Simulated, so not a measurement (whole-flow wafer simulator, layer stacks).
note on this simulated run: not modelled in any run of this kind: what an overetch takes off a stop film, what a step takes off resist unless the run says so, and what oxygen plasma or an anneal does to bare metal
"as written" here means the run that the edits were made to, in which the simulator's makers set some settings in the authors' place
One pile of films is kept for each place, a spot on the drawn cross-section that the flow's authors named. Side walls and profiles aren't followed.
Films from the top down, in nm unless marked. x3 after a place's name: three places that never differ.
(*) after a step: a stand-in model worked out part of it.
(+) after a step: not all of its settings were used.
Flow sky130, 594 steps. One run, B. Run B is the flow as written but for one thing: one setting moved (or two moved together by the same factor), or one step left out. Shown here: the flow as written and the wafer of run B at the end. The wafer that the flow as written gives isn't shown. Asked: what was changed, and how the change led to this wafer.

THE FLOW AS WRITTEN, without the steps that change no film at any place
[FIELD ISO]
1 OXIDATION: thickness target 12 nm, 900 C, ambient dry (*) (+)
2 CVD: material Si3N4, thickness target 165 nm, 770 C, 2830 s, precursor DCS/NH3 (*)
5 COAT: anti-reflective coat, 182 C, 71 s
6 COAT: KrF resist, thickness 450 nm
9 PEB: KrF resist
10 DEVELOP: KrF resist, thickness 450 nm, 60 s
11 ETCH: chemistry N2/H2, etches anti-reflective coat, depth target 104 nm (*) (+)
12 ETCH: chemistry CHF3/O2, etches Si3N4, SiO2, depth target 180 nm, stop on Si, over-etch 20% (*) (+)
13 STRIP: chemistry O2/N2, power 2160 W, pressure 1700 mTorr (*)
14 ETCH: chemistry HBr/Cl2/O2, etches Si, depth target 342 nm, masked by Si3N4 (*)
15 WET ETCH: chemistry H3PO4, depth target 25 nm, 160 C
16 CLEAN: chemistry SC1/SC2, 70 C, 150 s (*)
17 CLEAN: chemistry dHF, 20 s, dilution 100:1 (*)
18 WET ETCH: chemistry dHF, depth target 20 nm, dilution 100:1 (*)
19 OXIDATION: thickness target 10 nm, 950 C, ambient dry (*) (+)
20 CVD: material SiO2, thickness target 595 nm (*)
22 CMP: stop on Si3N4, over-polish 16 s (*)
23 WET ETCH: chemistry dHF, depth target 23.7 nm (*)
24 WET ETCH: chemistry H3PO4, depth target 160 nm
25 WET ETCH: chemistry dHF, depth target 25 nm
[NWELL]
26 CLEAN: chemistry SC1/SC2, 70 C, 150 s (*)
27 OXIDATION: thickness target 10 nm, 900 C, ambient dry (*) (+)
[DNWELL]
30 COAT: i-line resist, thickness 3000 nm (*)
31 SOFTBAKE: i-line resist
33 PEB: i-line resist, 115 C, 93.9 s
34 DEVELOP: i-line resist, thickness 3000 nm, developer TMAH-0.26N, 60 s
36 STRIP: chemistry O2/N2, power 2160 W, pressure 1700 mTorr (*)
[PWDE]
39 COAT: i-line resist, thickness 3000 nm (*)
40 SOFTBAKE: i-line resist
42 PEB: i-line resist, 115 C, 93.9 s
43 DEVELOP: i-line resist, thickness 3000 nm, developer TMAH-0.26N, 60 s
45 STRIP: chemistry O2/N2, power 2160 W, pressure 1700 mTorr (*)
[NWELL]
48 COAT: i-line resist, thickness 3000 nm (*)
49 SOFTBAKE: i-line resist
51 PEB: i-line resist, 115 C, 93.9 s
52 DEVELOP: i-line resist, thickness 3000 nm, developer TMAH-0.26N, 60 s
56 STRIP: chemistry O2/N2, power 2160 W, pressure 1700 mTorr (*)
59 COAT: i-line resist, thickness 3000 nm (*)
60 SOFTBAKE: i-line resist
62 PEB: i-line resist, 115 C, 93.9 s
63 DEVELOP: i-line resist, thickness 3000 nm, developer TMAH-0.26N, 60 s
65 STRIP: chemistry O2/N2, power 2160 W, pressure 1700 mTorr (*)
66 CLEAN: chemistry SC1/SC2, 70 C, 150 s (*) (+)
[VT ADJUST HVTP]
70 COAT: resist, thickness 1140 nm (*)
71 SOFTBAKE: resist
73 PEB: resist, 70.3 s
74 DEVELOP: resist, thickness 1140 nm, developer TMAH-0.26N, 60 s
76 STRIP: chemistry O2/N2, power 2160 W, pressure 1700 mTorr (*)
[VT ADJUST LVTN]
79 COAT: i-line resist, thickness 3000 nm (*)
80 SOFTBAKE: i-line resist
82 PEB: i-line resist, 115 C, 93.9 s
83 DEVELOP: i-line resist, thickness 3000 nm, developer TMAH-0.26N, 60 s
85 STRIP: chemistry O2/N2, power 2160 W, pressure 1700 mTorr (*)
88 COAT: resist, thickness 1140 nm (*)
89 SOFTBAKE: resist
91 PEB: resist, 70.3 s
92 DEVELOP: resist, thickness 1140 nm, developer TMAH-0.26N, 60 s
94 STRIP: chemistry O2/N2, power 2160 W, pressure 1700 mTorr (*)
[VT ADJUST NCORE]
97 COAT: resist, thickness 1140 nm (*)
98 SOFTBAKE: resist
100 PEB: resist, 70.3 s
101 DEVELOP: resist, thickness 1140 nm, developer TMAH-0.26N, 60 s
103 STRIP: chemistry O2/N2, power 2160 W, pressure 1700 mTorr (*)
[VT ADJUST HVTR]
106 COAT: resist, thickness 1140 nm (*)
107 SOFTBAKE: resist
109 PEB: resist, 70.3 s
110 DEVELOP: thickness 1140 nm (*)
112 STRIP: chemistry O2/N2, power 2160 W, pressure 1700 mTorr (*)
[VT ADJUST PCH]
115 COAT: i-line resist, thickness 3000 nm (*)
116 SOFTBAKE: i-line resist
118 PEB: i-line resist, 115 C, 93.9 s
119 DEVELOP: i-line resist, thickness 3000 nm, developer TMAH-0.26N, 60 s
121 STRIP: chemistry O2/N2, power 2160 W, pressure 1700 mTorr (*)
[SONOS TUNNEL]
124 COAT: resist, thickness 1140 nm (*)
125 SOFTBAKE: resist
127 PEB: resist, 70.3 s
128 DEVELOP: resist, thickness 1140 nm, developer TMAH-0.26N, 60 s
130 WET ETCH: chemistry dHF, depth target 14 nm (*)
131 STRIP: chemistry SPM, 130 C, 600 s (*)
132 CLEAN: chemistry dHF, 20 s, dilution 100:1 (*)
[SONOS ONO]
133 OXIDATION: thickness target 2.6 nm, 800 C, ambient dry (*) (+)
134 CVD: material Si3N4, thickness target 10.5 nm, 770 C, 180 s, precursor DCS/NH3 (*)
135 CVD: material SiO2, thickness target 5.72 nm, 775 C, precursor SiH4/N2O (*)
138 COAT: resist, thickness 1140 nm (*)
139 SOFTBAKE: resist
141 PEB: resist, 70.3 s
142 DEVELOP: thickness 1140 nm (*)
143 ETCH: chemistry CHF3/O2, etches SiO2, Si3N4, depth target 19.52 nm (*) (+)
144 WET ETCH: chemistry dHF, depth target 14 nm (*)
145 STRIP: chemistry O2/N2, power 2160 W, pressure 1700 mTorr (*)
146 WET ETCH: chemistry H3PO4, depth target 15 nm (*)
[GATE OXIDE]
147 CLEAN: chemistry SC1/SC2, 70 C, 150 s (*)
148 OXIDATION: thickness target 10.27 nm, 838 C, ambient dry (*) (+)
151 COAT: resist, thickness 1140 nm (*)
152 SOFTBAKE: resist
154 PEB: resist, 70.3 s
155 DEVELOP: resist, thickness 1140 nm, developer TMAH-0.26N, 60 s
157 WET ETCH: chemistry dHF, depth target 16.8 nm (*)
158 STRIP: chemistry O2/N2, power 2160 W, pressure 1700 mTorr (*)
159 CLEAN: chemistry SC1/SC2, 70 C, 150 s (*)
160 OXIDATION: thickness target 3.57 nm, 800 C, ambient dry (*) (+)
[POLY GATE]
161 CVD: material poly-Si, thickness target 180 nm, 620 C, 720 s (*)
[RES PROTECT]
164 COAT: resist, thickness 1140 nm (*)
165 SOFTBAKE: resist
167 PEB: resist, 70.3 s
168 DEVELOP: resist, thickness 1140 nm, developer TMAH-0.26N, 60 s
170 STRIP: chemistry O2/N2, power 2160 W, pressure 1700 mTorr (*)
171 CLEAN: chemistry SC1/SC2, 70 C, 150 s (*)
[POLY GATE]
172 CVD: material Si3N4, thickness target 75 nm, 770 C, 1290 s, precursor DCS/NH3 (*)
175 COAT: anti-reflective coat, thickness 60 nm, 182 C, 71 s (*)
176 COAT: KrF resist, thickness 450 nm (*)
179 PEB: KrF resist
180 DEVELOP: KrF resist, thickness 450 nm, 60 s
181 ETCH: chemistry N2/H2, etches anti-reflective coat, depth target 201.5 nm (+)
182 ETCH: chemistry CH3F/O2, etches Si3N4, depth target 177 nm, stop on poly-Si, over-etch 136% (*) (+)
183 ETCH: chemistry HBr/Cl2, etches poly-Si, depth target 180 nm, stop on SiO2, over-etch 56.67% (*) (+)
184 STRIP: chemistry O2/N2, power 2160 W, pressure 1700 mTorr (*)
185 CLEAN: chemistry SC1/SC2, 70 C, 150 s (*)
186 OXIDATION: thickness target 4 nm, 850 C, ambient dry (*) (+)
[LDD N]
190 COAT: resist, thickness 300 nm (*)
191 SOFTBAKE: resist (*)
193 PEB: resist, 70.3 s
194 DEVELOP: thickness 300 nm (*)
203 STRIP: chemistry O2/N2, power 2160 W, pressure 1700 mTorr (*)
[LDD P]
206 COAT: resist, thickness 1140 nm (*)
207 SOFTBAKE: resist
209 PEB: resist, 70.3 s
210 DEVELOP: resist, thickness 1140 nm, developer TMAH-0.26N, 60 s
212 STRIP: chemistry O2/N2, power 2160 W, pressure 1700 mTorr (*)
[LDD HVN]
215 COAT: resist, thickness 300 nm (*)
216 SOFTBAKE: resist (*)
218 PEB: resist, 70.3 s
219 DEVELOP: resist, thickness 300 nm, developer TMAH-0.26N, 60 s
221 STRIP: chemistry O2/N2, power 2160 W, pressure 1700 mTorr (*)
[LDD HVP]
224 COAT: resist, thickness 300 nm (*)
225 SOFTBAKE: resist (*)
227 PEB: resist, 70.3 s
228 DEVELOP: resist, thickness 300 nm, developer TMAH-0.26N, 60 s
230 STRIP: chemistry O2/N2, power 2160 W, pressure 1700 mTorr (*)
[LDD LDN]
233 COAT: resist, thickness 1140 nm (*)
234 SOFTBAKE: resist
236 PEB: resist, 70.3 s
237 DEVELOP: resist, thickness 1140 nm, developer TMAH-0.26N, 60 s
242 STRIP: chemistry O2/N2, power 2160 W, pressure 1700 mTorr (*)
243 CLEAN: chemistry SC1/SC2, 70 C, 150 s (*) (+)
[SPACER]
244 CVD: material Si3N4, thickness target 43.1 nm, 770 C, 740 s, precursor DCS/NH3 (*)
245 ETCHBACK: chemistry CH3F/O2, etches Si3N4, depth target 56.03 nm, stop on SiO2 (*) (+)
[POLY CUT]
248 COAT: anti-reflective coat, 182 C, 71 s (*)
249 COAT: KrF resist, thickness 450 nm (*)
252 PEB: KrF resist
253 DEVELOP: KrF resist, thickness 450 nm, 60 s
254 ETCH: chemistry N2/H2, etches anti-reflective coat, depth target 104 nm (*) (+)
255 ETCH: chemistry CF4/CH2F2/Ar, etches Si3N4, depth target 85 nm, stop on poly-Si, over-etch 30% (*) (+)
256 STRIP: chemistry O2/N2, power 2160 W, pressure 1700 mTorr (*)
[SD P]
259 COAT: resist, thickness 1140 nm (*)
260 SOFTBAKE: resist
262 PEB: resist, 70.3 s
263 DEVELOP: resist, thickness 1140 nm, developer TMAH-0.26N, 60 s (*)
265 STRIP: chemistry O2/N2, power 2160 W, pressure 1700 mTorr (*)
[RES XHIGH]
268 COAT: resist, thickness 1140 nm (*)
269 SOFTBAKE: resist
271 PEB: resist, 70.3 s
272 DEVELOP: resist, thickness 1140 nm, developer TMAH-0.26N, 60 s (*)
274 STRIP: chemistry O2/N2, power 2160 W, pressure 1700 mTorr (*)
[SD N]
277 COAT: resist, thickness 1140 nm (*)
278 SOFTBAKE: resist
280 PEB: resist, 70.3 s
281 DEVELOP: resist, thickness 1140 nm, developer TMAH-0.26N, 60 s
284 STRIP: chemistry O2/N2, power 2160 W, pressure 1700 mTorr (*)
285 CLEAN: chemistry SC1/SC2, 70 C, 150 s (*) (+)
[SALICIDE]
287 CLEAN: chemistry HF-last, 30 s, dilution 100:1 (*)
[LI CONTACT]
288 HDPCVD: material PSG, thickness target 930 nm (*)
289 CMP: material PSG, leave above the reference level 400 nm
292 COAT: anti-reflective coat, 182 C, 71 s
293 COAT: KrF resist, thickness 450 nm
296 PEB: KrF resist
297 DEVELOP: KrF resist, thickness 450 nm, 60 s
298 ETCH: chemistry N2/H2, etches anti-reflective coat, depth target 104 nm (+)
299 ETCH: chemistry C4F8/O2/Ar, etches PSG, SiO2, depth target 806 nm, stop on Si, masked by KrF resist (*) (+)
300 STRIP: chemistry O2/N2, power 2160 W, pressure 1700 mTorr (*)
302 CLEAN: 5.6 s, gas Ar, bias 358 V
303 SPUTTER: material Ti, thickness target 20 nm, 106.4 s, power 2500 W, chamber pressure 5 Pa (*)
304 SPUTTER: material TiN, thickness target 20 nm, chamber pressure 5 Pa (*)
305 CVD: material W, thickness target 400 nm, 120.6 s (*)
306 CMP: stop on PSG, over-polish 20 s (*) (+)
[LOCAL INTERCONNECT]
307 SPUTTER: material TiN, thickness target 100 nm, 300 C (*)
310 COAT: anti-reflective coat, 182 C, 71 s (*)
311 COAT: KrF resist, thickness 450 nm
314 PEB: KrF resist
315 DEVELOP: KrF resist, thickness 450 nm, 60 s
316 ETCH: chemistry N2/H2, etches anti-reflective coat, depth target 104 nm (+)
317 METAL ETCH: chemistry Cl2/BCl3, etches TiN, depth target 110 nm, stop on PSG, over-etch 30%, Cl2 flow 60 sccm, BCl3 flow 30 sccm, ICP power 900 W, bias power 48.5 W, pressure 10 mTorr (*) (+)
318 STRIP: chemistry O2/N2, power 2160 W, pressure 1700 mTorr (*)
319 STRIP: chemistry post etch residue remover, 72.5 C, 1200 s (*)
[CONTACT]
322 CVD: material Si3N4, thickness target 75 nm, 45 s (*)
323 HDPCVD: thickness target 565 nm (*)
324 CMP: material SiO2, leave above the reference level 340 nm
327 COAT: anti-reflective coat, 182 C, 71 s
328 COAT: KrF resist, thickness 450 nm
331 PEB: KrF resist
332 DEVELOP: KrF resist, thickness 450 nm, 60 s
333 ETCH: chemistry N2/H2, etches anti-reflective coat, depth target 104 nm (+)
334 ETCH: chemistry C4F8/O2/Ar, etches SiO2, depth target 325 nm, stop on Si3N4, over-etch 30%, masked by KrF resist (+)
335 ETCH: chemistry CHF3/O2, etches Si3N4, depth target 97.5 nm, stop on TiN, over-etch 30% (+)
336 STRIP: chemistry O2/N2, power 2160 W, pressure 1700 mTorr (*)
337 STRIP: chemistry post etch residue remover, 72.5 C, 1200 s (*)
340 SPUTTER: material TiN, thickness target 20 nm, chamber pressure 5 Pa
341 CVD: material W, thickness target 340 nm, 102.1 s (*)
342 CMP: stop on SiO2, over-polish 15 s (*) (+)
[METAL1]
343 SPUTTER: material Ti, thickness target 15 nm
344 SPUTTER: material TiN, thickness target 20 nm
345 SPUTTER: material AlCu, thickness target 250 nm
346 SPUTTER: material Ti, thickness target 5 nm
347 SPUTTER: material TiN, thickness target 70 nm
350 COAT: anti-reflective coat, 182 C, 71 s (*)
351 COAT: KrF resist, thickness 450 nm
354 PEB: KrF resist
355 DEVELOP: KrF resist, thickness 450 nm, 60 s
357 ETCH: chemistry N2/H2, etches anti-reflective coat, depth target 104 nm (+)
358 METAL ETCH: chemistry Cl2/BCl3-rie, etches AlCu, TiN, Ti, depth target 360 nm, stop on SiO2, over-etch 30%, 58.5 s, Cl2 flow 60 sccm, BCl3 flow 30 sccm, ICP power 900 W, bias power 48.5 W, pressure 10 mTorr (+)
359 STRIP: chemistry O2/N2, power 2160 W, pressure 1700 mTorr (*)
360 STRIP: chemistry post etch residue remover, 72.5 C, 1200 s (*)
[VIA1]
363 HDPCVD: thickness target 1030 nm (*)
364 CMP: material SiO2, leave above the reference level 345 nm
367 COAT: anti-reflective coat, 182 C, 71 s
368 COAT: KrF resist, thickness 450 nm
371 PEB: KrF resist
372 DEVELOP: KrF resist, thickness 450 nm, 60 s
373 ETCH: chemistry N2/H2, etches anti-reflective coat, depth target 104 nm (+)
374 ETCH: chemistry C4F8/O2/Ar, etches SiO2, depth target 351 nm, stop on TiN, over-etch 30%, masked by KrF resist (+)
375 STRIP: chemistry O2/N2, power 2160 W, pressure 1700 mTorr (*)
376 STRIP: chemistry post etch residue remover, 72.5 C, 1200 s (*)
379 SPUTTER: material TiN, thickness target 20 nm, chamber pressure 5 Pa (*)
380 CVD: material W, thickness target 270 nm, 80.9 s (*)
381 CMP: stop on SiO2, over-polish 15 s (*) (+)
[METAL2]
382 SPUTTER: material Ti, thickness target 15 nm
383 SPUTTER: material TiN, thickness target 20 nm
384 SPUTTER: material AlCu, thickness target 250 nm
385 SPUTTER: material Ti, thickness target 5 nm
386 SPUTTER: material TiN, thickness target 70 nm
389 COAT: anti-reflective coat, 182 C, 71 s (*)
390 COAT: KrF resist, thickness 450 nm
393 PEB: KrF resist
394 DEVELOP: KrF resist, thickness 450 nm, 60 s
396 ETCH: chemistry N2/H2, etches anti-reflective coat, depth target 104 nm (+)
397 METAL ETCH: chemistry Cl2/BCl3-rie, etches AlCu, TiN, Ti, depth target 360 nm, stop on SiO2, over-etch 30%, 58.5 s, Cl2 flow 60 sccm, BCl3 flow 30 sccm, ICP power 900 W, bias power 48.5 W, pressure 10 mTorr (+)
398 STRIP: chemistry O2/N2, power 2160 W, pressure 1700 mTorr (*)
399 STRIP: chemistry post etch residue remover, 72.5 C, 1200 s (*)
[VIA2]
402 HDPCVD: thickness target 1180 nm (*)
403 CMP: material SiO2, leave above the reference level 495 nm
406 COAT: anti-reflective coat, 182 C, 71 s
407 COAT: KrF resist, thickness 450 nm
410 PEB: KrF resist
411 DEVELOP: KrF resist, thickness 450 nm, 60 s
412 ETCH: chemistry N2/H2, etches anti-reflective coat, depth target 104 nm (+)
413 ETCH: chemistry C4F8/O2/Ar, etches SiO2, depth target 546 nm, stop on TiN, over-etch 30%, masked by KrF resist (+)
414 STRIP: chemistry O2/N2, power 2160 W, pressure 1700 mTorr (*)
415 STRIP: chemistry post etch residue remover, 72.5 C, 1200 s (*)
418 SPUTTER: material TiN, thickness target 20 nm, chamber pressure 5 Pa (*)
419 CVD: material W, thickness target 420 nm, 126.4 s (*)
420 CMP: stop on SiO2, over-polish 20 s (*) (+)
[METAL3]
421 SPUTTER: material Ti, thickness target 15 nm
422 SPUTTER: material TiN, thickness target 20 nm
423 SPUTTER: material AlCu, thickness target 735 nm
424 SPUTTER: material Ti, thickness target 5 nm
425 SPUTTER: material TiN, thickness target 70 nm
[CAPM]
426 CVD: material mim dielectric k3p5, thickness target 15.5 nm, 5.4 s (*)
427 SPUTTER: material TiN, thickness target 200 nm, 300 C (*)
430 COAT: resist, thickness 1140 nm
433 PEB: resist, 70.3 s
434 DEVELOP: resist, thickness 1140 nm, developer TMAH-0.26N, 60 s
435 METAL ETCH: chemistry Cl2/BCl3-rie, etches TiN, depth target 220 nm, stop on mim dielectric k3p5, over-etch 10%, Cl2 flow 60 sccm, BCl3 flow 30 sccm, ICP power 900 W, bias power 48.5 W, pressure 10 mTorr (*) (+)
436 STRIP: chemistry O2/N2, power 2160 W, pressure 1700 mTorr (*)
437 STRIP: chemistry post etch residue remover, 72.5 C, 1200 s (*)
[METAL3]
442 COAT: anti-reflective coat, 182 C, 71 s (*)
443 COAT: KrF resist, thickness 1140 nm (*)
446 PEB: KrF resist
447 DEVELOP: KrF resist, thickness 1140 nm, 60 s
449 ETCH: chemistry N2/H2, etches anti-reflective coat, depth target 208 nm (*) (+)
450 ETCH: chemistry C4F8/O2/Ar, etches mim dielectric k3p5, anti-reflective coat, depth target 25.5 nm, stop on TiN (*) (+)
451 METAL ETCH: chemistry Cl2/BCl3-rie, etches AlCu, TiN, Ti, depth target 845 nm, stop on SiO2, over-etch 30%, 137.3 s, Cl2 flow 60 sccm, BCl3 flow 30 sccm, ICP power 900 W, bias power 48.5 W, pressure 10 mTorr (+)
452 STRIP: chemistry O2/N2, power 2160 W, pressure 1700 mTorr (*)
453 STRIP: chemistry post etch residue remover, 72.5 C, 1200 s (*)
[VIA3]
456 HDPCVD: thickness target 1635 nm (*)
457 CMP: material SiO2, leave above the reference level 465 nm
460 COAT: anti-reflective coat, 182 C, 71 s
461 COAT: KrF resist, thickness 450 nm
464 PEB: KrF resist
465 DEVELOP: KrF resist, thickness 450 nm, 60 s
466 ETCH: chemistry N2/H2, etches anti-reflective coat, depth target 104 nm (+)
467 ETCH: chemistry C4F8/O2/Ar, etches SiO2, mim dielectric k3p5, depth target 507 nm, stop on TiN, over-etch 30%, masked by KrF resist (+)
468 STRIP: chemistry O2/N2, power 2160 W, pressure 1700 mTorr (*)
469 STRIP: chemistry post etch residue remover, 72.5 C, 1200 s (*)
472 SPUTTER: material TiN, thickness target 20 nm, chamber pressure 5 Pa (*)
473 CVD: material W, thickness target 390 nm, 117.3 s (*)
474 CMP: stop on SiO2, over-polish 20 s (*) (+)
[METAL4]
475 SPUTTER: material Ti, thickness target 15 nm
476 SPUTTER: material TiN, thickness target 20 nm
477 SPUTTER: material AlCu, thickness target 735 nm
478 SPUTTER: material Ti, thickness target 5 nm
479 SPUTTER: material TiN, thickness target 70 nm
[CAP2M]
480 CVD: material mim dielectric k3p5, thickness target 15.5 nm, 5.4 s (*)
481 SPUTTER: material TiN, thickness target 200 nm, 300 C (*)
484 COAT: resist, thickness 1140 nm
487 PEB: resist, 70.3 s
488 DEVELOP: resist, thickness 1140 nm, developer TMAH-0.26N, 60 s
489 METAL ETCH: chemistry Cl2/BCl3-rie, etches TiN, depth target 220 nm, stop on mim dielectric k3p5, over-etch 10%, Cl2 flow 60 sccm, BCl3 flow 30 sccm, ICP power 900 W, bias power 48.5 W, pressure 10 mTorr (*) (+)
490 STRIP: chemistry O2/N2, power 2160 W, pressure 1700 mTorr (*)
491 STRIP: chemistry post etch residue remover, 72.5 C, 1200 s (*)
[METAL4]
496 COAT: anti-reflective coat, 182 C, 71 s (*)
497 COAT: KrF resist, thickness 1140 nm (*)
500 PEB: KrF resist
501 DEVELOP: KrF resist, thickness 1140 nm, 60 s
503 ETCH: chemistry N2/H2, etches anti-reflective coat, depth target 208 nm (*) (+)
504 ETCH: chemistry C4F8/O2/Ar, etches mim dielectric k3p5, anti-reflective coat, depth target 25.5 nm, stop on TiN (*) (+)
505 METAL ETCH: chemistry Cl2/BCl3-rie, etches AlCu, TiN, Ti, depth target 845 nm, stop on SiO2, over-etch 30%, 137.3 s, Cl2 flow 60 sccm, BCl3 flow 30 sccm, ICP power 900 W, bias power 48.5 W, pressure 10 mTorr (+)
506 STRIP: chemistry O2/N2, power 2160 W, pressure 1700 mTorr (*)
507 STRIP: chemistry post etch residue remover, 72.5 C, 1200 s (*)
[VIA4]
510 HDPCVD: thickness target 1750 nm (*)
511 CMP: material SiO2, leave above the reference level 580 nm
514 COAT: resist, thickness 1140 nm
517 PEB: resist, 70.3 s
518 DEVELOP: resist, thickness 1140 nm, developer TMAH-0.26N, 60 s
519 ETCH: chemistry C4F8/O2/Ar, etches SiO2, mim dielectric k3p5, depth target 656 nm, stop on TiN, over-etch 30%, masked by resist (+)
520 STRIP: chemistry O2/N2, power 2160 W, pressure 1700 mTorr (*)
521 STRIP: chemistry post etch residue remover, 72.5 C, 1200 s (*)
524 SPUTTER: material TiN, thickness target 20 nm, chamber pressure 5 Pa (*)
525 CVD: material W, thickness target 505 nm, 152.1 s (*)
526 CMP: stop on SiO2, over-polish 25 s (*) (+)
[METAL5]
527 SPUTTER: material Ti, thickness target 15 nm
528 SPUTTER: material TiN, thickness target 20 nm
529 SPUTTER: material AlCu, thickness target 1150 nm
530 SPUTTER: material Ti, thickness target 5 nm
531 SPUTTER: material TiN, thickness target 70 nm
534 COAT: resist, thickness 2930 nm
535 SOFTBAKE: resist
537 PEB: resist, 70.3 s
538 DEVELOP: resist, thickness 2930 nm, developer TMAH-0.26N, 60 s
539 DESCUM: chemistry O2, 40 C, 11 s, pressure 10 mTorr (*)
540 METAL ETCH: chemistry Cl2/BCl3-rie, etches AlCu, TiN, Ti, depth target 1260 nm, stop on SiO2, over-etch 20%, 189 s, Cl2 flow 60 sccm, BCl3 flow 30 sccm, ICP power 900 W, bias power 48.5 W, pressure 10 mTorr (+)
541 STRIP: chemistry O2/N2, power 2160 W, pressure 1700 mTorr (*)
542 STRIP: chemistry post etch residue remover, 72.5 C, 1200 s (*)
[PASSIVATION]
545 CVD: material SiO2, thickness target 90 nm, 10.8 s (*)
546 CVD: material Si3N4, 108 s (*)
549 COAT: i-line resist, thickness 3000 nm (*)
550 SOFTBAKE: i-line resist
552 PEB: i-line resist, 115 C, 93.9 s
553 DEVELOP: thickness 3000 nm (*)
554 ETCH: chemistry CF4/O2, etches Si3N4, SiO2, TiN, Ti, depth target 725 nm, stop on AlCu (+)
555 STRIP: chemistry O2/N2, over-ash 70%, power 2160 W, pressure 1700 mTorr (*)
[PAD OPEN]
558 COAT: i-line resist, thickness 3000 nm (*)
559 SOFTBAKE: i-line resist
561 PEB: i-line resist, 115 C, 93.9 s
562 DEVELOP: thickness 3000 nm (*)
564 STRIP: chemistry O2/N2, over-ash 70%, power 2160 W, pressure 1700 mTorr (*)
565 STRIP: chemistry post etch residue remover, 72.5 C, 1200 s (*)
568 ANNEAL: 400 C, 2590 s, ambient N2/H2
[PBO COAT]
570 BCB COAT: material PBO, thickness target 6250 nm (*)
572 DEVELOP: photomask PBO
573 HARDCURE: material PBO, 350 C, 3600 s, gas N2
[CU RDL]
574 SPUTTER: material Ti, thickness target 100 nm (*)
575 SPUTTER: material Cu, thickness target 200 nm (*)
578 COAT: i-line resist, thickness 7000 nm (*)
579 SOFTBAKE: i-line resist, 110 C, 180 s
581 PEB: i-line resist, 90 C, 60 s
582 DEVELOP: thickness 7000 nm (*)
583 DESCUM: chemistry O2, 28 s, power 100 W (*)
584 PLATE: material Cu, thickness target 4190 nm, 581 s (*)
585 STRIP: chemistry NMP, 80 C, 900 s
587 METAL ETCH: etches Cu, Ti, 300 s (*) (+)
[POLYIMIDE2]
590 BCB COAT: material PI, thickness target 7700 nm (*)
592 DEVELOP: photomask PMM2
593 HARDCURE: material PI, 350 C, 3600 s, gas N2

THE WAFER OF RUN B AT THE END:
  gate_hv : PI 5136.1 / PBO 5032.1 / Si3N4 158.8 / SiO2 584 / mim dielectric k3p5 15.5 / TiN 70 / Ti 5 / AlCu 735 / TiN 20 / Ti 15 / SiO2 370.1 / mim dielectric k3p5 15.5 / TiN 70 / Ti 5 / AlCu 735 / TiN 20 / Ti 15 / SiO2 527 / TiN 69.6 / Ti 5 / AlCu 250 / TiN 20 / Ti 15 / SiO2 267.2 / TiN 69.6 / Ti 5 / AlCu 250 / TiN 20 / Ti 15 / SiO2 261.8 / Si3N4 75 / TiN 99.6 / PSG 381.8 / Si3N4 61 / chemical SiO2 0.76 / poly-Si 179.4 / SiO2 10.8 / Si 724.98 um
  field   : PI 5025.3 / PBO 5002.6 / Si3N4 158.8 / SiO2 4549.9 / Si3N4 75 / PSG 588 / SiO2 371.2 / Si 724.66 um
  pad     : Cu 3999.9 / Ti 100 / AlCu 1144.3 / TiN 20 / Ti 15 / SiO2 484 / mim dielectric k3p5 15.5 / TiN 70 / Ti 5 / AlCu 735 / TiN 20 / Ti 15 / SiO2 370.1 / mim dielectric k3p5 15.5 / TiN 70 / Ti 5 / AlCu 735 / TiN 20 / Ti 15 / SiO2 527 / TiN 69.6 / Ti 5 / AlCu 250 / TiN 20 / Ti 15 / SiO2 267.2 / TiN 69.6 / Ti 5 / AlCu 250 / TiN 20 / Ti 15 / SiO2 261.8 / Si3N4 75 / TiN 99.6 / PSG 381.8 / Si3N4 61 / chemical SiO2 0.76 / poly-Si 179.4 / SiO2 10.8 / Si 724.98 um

The cause: step 403, CMP: leave above the reference level 606 nm was run, where the flow has leave above the reference level 495 nm.

How the change led to this, step by step:
  403 CMP: material SiO2, leave above the reference level 495 nm
      n_well, p_well, gate_hv and 101 more: SiO2 -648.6 (as written it would be: SiO2 -759.6)
      field, active, gate and 82 more: SiO2 -278.1 (as written it would be: SiO2 -389.1)
      (and at 2 more places)
  413 ETCH: chemistry C4F8/O2/Ar, etches SiO2, depth target 546 nm, stop on TiN, over-etch 30%, masked by KrF resist (+)
      m1: SiO2 -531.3 (all of it) (as written it would be: SiO2 -420.3 (all of it))
      via2_hole: SiO2 -530.8 (all of it) (as written it would be: SiO2 -419.8 (all of it))
  418 SPUTTER: material TiN, thickness target 20 nm, chamber pressure 5 Pa (*)
      m1: TiN +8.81 (as written it would be: TiN +10.2)
      via2_hole: TiN +8.8 (as written it would be: TiN +10.2)
  419 CVD: material W, thickness target 420 nm, 126.4 s (*)
      m1: W +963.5 (new film) (as written it would be: W +851.1 (new film))
      via2_hole: W +963 (new film) (as written it would be: W +850.7 (new film))
